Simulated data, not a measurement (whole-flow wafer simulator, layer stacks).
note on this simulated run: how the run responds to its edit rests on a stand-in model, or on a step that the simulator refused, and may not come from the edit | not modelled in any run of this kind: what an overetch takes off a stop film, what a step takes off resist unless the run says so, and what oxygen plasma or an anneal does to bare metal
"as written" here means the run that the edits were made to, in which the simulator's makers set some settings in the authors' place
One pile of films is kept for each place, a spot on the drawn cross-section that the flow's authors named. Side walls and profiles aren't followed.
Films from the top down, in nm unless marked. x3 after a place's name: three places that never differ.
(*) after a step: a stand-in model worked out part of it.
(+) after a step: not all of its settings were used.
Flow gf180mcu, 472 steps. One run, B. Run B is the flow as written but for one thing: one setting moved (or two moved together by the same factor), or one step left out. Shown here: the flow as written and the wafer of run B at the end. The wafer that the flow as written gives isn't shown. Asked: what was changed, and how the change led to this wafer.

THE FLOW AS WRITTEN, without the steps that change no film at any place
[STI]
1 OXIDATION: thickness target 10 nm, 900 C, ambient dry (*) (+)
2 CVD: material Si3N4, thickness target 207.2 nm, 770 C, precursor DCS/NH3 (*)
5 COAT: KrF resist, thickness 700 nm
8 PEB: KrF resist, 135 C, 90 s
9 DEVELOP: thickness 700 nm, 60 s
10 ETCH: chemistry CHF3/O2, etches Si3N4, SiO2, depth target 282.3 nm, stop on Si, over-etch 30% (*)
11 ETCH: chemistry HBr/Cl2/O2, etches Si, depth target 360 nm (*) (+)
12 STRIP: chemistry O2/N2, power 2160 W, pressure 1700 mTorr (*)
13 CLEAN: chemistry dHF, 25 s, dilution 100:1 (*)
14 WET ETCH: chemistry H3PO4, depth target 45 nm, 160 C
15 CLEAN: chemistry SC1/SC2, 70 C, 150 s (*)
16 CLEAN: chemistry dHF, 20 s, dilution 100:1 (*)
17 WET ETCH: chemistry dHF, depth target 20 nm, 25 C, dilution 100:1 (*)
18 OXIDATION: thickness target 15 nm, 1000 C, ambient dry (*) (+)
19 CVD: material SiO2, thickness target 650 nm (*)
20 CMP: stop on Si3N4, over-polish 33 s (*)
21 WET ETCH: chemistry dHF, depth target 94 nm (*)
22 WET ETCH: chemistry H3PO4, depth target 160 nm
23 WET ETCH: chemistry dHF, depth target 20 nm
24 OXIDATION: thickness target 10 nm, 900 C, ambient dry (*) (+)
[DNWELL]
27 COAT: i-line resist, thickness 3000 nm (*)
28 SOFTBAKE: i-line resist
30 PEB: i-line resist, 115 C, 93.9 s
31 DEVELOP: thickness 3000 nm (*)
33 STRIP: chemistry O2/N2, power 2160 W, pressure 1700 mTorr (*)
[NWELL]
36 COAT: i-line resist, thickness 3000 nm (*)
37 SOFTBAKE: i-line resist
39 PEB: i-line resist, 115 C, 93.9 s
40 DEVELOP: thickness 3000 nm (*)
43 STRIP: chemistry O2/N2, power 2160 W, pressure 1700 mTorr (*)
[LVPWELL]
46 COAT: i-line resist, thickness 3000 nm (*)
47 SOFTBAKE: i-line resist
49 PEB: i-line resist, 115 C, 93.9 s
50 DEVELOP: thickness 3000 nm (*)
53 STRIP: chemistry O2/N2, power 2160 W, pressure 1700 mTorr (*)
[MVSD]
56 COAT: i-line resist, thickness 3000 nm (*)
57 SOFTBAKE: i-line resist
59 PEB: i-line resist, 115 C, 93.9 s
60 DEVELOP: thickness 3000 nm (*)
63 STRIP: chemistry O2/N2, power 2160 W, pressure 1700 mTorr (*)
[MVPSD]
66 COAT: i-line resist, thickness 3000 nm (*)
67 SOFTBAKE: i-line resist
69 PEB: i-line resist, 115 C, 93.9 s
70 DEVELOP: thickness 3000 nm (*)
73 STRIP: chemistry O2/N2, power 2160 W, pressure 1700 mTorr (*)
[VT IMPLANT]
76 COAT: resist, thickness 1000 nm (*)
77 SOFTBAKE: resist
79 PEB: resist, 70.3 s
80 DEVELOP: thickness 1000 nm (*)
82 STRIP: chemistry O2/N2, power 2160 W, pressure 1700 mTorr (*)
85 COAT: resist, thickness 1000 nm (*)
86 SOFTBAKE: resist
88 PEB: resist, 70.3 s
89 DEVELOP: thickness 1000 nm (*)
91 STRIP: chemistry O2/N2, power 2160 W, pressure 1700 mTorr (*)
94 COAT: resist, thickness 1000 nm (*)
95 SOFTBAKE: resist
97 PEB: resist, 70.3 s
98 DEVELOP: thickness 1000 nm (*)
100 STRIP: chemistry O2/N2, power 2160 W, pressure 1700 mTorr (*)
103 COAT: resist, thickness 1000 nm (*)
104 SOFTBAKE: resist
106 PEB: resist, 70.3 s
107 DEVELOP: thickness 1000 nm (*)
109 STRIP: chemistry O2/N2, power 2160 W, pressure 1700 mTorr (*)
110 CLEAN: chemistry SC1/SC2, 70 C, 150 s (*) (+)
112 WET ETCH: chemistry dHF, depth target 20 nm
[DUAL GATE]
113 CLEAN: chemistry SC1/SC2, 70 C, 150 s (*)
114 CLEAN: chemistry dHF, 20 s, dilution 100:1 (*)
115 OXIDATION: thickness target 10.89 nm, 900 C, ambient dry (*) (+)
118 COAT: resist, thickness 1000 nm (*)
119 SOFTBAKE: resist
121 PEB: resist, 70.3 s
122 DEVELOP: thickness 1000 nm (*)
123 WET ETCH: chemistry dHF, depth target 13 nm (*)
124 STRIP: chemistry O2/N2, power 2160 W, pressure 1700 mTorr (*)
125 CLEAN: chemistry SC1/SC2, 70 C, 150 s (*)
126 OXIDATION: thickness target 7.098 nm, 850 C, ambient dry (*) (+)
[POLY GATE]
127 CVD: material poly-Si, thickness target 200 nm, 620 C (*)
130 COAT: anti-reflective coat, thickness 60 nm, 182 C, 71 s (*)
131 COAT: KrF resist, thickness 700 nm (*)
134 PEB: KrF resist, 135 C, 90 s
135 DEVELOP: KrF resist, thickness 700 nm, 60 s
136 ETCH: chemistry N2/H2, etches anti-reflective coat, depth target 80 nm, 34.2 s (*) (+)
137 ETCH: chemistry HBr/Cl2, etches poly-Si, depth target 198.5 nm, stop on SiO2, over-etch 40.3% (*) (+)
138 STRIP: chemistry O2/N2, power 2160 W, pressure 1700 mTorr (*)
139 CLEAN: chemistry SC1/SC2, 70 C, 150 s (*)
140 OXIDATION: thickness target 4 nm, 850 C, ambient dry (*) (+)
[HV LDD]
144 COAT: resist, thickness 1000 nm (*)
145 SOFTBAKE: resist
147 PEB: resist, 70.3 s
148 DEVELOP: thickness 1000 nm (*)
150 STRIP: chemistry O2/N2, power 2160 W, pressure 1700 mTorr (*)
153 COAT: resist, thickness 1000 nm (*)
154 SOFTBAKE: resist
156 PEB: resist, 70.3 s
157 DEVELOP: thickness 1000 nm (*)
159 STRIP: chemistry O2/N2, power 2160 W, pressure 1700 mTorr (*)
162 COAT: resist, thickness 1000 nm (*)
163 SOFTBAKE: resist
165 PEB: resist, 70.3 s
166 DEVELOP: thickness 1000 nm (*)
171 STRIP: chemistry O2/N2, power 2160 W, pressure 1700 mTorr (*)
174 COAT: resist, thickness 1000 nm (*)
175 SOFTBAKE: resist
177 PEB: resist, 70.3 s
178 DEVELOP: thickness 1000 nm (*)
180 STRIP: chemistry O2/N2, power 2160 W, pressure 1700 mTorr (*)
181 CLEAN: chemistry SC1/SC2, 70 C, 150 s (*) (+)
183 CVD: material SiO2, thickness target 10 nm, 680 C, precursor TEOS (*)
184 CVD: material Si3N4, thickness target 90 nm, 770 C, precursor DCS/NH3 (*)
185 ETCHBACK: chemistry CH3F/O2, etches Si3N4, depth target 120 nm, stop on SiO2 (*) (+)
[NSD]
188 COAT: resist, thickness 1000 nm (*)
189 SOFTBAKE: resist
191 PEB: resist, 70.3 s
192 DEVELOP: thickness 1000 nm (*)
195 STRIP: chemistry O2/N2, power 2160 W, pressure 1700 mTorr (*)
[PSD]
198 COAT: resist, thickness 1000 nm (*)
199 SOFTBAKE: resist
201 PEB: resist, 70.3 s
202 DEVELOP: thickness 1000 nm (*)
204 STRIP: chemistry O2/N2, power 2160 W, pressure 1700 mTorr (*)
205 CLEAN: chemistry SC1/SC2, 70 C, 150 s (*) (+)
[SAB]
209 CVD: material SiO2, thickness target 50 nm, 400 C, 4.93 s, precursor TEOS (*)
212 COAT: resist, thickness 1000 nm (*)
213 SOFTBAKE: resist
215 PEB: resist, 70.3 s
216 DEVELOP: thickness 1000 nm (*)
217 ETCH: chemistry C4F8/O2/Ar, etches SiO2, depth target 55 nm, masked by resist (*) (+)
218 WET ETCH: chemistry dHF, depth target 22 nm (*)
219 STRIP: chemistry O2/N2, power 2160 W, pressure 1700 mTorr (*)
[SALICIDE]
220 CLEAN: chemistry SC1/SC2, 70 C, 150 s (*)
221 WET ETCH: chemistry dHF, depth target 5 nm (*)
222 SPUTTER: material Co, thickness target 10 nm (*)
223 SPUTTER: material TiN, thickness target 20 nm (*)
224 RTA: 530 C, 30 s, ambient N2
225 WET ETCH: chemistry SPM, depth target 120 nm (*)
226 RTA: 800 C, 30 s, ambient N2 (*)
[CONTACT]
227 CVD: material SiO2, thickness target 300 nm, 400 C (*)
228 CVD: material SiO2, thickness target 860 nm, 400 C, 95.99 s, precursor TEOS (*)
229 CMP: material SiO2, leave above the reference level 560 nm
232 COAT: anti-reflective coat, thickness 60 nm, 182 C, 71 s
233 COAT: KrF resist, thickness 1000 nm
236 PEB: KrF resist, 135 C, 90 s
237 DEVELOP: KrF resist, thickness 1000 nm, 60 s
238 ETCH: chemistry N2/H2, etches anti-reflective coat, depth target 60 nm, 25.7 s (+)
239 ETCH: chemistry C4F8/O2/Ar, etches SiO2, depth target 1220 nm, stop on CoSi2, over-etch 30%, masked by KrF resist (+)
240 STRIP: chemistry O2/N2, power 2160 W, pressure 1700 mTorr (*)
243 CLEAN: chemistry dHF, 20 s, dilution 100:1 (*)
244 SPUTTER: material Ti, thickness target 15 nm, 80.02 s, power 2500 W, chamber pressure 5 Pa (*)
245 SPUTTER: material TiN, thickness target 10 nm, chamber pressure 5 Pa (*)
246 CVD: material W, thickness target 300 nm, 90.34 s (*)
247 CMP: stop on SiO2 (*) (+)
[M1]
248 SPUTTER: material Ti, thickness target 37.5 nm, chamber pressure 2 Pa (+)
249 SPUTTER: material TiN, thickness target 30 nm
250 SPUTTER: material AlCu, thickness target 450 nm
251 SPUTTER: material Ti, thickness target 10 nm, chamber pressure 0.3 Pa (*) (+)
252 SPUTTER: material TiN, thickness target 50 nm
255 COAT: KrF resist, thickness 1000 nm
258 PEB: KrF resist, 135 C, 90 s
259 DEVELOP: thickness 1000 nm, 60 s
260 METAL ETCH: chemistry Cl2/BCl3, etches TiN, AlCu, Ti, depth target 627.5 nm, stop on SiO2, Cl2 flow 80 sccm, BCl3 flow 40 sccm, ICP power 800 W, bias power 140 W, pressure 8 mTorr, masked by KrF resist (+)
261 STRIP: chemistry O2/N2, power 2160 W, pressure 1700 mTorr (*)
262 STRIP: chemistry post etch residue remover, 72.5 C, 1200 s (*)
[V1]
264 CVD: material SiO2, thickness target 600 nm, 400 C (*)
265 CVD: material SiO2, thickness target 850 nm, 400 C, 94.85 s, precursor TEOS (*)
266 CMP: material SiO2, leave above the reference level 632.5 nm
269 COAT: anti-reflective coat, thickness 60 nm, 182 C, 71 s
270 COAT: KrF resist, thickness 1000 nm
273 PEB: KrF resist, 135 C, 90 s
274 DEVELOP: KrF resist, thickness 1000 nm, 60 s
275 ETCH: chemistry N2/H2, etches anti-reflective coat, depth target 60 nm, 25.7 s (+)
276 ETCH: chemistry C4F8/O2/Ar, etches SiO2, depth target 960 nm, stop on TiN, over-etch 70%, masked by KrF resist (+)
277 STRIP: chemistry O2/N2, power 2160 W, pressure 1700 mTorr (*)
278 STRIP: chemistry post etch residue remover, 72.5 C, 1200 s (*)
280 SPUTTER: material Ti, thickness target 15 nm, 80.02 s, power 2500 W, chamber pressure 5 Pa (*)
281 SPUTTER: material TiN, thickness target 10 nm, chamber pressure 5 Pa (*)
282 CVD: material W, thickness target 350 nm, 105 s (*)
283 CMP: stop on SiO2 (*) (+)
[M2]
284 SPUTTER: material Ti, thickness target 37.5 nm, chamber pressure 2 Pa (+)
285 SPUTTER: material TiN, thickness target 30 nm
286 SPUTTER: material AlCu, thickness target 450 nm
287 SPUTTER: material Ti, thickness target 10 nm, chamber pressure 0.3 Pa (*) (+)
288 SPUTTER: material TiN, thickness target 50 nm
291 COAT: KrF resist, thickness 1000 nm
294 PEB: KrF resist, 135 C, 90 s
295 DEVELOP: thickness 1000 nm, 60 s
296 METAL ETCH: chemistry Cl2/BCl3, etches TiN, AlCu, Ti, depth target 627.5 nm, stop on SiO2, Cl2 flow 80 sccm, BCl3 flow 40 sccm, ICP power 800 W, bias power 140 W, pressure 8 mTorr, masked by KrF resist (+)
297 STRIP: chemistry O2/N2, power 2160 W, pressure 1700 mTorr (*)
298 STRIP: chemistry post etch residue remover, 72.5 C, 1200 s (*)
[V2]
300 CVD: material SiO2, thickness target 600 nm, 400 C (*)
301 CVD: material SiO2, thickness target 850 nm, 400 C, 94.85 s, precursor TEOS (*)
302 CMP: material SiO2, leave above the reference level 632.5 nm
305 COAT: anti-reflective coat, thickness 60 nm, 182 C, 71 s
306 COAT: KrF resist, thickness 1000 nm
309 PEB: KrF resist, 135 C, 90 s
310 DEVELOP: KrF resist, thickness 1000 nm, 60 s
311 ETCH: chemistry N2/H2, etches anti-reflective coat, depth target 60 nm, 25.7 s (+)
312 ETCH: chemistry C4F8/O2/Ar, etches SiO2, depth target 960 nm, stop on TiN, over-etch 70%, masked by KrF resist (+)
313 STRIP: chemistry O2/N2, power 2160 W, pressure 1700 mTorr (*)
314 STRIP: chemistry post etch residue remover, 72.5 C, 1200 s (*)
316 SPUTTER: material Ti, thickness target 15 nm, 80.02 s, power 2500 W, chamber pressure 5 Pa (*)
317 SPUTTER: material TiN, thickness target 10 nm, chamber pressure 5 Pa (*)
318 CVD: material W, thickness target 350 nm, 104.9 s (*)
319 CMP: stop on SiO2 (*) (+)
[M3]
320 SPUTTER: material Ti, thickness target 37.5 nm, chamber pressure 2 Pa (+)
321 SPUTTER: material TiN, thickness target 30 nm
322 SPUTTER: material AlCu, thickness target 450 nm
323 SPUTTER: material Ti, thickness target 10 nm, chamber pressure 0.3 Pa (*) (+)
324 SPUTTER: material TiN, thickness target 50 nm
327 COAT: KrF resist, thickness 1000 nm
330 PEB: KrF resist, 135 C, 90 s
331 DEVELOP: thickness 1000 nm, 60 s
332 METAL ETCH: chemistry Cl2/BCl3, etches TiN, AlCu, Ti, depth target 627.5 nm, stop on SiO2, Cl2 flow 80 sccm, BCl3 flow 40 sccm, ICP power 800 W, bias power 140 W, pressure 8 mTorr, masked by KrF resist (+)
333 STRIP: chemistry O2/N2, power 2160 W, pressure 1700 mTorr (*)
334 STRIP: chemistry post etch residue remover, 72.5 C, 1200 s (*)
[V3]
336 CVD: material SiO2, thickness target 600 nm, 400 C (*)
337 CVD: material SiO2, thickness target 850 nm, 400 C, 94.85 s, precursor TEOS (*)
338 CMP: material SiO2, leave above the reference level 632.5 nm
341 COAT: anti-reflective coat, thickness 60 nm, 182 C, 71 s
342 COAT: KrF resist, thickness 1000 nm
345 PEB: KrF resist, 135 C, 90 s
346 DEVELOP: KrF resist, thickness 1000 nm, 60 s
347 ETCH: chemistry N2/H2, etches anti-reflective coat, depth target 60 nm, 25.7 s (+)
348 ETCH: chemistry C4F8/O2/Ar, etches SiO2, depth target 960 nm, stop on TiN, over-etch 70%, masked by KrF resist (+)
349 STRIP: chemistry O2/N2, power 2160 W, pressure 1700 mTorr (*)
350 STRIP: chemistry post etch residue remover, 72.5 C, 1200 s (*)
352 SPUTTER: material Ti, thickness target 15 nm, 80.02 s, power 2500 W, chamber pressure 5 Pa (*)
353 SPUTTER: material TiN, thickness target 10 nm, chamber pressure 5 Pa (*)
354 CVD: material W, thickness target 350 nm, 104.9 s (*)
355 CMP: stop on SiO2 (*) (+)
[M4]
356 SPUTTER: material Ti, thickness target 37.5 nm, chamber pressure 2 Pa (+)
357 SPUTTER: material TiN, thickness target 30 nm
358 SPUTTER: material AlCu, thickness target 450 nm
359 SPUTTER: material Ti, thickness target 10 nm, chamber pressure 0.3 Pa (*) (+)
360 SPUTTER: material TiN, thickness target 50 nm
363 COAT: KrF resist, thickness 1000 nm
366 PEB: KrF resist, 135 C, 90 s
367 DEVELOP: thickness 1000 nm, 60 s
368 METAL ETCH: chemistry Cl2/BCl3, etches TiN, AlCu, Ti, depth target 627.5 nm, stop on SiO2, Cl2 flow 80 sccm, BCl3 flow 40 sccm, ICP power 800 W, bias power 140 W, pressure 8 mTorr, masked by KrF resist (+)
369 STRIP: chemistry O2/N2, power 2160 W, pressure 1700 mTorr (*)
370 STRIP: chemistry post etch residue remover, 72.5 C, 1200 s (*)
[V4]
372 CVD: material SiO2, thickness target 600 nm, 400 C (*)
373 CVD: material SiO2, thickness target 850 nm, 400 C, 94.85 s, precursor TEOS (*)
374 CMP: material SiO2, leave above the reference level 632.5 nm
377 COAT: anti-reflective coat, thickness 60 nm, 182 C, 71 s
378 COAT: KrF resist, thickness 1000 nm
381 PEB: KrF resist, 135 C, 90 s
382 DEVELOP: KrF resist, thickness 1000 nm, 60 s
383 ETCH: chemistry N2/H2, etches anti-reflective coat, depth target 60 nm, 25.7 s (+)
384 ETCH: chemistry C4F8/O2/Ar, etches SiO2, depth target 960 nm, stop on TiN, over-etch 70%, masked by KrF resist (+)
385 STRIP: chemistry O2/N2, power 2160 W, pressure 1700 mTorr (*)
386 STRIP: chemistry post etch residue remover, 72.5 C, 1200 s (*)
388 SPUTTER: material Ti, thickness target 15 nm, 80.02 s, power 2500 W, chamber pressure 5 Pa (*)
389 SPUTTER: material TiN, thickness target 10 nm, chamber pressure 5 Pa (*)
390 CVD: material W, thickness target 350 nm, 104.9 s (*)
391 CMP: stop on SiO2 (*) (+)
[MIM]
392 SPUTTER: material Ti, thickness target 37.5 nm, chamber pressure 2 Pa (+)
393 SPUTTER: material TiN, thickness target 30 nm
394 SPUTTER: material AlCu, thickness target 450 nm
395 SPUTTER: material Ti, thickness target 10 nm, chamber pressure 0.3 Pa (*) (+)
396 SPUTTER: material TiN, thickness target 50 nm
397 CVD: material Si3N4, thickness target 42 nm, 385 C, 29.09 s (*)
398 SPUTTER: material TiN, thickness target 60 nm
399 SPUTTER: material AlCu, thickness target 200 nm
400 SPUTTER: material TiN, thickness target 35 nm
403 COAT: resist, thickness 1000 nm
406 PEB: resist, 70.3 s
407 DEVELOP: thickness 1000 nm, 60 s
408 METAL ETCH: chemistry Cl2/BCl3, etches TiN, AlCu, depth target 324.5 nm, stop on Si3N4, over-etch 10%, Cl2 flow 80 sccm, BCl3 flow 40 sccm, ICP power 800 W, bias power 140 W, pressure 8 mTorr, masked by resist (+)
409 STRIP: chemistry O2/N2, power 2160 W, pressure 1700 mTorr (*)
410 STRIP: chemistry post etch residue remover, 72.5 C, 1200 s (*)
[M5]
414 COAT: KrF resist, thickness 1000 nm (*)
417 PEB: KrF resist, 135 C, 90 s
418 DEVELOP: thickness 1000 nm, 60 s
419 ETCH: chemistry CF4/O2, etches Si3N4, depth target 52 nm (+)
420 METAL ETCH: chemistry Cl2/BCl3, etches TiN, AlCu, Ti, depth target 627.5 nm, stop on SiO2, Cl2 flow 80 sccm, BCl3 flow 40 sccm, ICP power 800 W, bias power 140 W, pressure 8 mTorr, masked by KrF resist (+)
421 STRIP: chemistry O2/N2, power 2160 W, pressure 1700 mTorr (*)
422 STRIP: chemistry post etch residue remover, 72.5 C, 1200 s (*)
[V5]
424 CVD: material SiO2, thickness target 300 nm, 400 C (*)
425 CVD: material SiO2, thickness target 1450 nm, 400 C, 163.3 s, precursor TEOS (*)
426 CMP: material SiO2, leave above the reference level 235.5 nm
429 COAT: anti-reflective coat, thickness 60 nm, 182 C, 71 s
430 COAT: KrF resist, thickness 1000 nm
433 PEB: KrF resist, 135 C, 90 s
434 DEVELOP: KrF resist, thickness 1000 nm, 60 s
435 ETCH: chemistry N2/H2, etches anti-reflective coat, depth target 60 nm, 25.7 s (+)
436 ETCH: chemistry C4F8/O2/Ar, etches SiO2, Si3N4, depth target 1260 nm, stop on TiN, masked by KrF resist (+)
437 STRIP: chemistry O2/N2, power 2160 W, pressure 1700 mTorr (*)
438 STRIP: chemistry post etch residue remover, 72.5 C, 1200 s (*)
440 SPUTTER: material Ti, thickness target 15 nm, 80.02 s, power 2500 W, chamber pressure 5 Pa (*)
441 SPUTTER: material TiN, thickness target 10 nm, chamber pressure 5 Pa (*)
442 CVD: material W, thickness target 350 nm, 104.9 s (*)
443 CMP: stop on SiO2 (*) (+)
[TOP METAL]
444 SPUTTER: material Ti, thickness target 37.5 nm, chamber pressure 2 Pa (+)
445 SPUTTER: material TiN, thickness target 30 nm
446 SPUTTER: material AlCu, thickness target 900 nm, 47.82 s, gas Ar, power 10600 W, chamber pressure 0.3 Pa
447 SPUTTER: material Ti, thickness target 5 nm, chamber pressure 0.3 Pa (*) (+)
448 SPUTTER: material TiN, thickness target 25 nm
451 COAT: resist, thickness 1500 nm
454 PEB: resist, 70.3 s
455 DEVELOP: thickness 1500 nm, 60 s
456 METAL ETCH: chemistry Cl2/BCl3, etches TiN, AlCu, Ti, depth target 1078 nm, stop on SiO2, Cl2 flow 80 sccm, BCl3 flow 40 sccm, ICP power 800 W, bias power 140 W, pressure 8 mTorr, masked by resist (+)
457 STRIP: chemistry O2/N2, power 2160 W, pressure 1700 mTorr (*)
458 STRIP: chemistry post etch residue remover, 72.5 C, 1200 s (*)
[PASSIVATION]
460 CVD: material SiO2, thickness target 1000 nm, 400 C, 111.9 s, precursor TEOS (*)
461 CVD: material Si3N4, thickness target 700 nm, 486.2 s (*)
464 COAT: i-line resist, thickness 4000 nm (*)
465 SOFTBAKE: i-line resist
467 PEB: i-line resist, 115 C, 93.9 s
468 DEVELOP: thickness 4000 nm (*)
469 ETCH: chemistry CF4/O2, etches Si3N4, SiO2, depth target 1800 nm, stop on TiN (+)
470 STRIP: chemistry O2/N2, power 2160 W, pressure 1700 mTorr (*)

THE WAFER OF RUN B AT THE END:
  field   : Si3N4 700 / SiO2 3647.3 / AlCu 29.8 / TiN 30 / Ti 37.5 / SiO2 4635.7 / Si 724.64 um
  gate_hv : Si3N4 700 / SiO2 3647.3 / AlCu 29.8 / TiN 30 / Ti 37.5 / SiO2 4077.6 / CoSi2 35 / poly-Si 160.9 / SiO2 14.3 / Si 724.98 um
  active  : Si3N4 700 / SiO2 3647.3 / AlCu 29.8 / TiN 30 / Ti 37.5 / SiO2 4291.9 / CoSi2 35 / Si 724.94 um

The cause: step 358, SPUTTER: thickness target 603 nm was run, where the flow has thickness target 450 nm.

How the change led to this, step by step:
  358 SPUTTER: material AlCu, thickness target 450 nm
      field, field__w1, field__w2 and 108 more: AlCu +603 (new film) (as written it would be: AlCu +450 (new film))
  368 METAL ETCH: chemistry Cl2/BCl3, etches TiN, AlCu, Ti, depth target 627.5 nm, stop on SiO2, Cl2 flow 80 sccm, BCl3 flow 40 sccm, ICP power 800 W, bias power 140 W, pressure 8 mTorr, masked by KrF resist (+)
      field, field__w1, field__w2 and 103 more: TiN -50 (all of it), Ti -10 (all of it), AlCu -567.5 (as written it would be: TiN -50 (all of it), Ti -10 (all of it), AlCu -450 (all of it), TiN -30 (all of it), Ti -37.5 (all of it))
  370 STRIP: chemistry post etch residue remover, 72.5 C, 1200 s (*)
      field, field__w1, field__w2 and 103 more: AlCu -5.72 (as written it would be: nothing)
  372 CVD: material SiO2, thickness target 600 nm, 400 C (*)
      field, field__w1, field__w2 and 103 more: SiO2 +600 (new film) (as written it would be: SiO2 +600)
  374 CMP: material SiO2, leave above the reference level 632.5 nm
      field, field__w1, field__w2 and 103 more: SiO2 -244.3 (as written it would be: SiO2 -300)
Counting metal films that touch as one body, field has 1 body; the flow as written gives 0 bodies.
Counting metal films that touch as one body, gate_hv has 2 bodies (between them, from the top down: SiO2 4077.6); the flow as written gives 1 body.
Counting metal films that touch as one body, active has 2 bodies (between them, from the top down: SiO2 4291.9); the flow as written gives 1 body.
